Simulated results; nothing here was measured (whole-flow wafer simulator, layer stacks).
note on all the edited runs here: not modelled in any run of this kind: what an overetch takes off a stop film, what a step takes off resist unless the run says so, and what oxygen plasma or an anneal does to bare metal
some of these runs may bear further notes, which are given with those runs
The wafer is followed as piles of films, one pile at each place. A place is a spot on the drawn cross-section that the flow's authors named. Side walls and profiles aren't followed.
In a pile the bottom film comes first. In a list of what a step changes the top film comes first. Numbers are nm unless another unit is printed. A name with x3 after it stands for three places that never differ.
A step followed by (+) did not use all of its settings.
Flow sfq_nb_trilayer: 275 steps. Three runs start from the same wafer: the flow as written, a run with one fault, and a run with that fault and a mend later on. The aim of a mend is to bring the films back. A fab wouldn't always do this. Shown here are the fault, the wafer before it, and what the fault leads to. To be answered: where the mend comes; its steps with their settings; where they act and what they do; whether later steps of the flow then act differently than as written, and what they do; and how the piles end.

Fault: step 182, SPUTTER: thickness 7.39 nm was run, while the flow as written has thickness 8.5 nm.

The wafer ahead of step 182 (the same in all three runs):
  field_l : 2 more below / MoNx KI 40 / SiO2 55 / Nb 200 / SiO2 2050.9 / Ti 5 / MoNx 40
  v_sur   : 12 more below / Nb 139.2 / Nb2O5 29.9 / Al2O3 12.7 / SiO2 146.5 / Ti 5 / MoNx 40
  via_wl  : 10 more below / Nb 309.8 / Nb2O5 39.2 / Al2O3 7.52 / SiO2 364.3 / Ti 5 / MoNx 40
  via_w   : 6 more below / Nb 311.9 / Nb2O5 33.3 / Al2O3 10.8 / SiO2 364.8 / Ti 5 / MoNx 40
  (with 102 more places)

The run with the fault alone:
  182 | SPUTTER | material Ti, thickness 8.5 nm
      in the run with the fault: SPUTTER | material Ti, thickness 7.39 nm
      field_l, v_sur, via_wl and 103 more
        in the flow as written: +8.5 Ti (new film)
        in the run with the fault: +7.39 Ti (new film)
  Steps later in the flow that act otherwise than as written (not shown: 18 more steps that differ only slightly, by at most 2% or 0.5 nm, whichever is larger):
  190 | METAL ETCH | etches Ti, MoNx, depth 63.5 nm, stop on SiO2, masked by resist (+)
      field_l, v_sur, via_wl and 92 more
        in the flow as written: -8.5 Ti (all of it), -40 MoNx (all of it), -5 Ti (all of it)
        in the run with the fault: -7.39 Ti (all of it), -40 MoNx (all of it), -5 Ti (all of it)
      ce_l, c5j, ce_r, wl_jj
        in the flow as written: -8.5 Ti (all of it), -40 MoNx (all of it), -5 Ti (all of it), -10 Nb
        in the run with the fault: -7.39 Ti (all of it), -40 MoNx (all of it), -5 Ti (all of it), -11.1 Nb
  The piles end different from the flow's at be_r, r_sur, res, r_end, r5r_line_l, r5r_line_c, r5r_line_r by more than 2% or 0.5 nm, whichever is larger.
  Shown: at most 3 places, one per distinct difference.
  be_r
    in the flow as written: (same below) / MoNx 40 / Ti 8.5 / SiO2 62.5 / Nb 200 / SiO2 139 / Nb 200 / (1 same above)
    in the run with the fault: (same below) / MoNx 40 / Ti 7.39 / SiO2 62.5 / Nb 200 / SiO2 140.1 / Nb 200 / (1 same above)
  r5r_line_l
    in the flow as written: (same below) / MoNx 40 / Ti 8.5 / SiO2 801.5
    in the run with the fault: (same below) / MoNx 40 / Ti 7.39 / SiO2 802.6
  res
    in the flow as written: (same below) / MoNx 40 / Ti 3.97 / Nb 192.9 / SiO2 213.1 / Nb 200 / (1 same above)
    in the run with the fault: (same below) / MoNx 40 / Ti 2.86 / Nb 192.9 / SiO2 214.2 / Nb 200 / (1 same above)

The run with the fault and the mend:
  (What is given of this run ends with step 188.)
  After step 182 comes the mend.
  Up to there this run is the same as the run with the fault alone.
  182a | SPUTTER | material Ti, thickness 1.11 nm (the flow's step 182, run once more with other settings)
      field_l, v_sur, via_wl and 103 more
        +1.11 Ti
  Every later step of the flow up to step 188 that is run acts as written at every place that is followed.
  At every place that both follow, the piles after step 188 match the flow's.
